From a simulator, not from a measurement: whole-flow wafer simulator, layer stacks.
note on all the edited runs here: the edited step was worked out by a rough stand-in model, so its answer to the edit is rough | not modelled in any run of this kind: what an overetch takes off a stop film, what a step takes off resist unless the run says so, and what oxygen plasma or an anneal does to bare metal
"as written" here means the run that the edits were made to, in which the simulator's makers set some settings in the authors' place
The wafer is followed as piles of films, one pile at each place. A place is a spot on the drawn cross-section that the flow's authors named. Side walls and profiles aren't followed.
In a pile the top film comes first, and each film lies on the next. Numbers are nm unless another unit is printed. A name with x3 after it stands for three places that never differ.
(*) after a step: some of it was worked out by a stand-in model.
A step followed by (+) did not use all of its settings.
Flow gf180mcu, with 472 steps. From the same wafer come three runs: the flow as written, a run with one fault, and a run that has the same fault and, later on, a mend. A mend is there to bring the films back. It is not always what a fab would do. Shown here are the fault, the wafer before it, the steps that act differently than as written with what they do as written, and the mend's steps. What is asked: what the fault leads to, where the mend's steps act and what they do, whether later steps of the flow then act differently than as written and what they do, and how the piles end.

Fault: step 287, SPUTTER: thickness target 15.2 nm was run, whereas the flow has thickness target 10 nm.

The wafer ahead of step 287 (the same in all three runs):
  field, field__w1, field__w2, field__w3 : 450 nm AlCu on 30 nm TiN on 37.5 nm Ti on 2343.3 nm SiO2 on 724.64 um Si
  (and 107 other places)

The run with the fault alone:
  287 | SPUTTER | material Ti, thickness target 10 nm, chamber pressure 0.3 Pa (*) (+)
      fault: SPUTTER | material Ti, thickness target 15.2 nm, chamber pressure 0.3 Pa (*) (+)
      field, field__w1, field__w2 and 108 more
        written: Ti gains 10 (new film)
        fault: Ti gains 15.2 (new film)
  Later steps of the flow acting differently than as written (5 other steps are not shown; they differ only slightly, by no more than 2% or 0.5 nm, whichever is larger):
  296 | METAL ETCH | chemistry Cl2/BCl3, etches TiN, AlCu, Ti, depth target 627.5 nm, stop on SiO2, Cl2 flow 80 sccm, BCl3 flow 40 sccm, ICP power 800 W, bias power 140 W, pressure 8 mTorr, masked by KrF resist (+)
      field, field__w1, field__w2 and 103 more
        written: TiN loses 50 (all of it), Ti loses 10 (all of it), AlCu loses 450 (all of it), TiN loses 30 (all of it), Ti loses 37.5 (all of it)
        fault: TiN loses 50 (all of it), Ti loses 15.2 (all of it), AlCu loses 450 (all of it), TiN loses 30 (all of it), Ti loses 37.5 (all of it)
  The piles end different from the flow's at field__w8, contact, m1, m1__w1, m1_nw by more than 2% or 0.5 nm, whichever is larger.
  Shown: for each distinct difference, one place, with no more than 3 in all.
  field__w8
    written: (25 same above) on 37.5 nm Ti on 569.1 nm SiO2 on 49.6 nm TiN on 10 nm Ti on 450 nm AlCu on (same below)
    fault: (25 same above) on 37.5 nm Ti on 563.9 nm SiO2 on 49.6 nm TiN on 15.2 nm Ti on 450 nm AlCu on (same below)
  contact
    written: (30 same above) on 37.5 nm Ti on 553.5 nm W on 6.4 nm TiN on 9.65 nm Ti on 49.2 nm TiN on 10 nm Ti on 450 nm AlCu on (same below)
    fault: (30 same above) on 37.5 nm Ti on 548.3 nm W on 6.42 nm TiN on 9.68 nm Ti on 49.2 nm TiN on 15.2 nm Ti on 450 nm AlCu on (same below)

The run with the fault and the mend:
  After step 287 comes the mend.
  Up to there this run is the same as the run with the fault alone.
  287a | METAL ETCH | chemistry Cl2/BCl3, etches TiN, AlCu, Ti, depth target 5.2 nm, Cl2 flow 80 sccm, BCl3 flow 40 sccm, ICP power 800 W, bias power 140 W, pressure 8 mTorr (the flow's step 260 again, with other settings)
      field, field__w1, field__w2 and 108 more
        Ti loses 5.2
  Every later step of the flow that is run acts as written at every place that is followed.
  At every place that both follow, the piles at the end match the flow's.
